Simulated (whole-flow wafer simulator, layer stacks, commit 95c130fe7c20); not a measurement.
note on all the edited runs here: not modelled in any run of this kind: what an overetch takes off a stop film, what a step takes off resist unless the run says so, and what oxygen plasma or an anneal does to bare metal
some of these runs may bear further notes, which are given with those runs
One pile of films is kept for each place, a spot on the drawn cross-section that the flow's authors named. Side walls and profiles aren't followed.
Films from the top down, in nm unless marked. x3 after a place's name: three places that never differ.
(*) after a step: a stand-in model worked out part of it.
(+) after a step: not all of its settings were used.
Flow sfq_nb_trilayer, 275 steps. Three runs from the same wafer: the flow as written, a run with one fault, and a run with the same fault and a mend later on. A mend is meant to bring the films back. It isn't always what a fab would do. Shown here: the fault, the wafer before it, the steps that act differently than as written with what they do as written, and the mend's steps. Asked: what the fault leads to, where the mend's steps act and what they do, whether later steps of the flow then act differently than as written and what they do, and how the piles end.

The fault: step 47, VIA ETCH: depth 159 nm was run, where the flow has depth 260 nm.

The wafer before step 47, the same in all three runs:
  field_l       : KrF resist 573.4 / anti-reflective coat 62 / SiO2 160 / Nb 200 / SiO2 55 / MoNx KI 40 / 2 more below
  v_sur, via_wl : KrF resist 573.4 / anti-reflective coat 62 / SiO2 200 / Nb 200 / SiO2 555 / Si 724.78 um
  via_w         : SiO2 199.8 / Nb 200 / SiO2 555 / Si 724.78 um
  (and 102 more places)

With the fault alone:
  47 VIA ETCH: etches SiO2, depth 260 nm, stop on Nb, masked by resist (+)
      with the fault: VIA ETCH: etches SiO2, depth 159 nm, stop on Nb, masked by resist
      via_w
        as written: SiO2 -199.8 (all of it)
        with the fault: SiO2 -159
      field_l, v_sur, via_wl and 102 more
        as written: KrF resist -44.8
        with the fault: KrF resist -27.4
  Later steps of the flow that act differently than as written (3 more steps differ only slightly, by at most 2% or 0.5 nm, whichever is larger, and aren't shown):
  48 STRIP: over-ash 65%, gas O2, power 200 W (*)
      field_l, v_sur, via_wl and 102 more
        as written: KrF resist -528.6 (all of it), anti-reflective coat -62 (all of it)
        with the fault: KrF resist -546 (all of it), anti-reflective coat -62 (all of it)
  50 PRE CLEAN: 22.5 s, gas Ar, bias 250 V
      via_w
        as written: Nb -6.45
        with the fault: SiO2 -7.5
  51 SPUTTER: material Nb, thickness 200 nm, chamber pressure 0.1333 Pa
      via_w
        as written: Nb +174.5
        with the fault: Nb +182.7 (new film)
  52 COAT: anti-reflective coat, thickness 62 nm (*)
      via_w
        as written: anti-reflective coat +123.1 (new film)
        with the fault: anti-reflective coat +113.2 (new film)
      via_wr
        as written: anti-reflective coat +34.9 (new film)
        with the fault: anti-reflective coat +34 (new film)
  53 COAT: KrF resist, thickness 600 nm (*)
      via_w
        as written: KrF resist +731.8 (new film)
        with the fault: KrF resist +699.7 (new film)
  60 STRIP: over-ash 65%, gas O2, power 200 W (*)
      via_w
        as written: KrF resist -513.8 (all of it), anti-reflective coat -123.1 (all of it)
        with the fault: KrF resist -481.9 (all of it), anti-reflective coat -113.2 (all of it)
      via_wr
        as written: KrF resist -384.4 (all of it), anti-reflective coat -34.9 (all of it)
        with the fault: KrF resist -389.9 (all of it), anti-reflective coat -34 (all of it)
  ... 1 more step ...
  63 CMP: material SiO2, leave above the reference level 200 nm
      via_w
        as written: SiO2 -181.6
        with the fault: SiO2 -157.1
  At the end the piles differ from the flow's by more than 2% or 0.5 nm, whichever is larger, at via_w.
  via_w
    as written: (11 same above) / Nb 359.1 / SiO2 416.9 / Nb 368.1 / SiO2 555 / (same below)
    with the fault: (11 same above) / Nb 359.1 / SiO2 369 / Nb 182.7 / SiO2 33.3 / Nb 200 / SiO2 555 / (same below)

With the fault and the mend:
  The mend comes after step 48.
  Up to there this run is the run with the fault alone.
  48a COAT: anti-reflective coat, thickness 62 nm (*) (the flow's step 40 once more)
      p4_fl x3, p4_w1 x9, p4_g1 x2 and 63 more
        anti-reflective coat +62 (new film)
      c5j, ce_r, sp_r and 11 more
        anti-reflective coat +61.8 (new film)
      be_sur, gap, jj_sur, ce_l
        anti-reflective coat +61.7 (new film)
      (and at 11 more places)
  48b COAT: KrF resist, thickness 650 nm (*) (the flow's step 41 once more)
      p4_fl x3, p4_w1 x9, p4_g1 x2 and 63 more
        KrF resist +650 (new film)
      moat, field_r, lsp_l, ln_m5, lsp_m, ln_m6, lsp_r, l0_sur
        KrF resist +649.6 (new film)
      r_sur, res, r_end, l0v
        KrF resist +649.5 (new film)
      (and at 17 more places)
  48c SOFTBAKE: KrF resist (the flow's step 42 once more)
      changes no film at any place that is followed
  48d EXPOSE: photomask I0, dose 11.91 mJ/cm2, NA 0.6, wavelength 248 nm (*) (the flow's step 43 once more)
      changes no film at any place that is followed
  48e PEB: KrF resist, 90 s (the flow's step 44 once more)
      gap, jj_sur, ce_l and 93 more
        KrF resist -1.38
      via_v, wire, be, be_sur
        KrF resist -1.37
      field_l, via_sp
        KrF resist -1.36
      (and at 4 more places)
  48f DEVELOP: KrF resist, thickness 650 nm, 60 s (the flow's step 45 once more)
      field_l, v_sur, via_wl and 102 more
        KrF resist -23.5
      via_w
        KrF resist -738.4 (all of it)
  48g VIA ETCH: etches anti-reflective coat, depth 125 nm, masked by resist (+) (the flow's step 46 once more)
      field_l, v_sur, via_wl and 102 more
        KrF resist -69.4
      via_w
        anti-reflective coat -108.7 (all of it)
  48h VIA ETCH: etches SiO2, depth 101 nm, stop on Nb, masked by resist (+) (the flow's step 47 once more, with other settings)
      field_l, v_sur, via_wl and 102 more
        KrF resist -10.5
      via_w
        SiO2 -40.8 (all of it)
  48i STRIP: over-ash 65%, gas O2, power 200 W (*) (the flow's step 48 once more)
      p4_fl x3, p4_w1 x9, p4_g1 x2 and 63 more
        KrF resist -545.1 (all of it), anti-reflective coat -62 (all of it)
      moat, field_r, lsp_l, ln_m5, lsp_m, ln_m6, lsp_r
        KrF resist -544.7 (all of it), anti-reflective coat -61.8 (all of it)
      be_r, r_sur, res, r_end
        KrF resist -544.6 (all of it), anti-reflective coat -61.8 (all of it)
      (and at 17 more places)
  No later step of the flow acts differently than as written, at any place that is followed, by more than 2% or 0.5 nm, whichever is larger.
  At the end the piles differ from the flow's only slightly at the places that both follow, by at most 2% or 0.5 nm, whichever is larger.
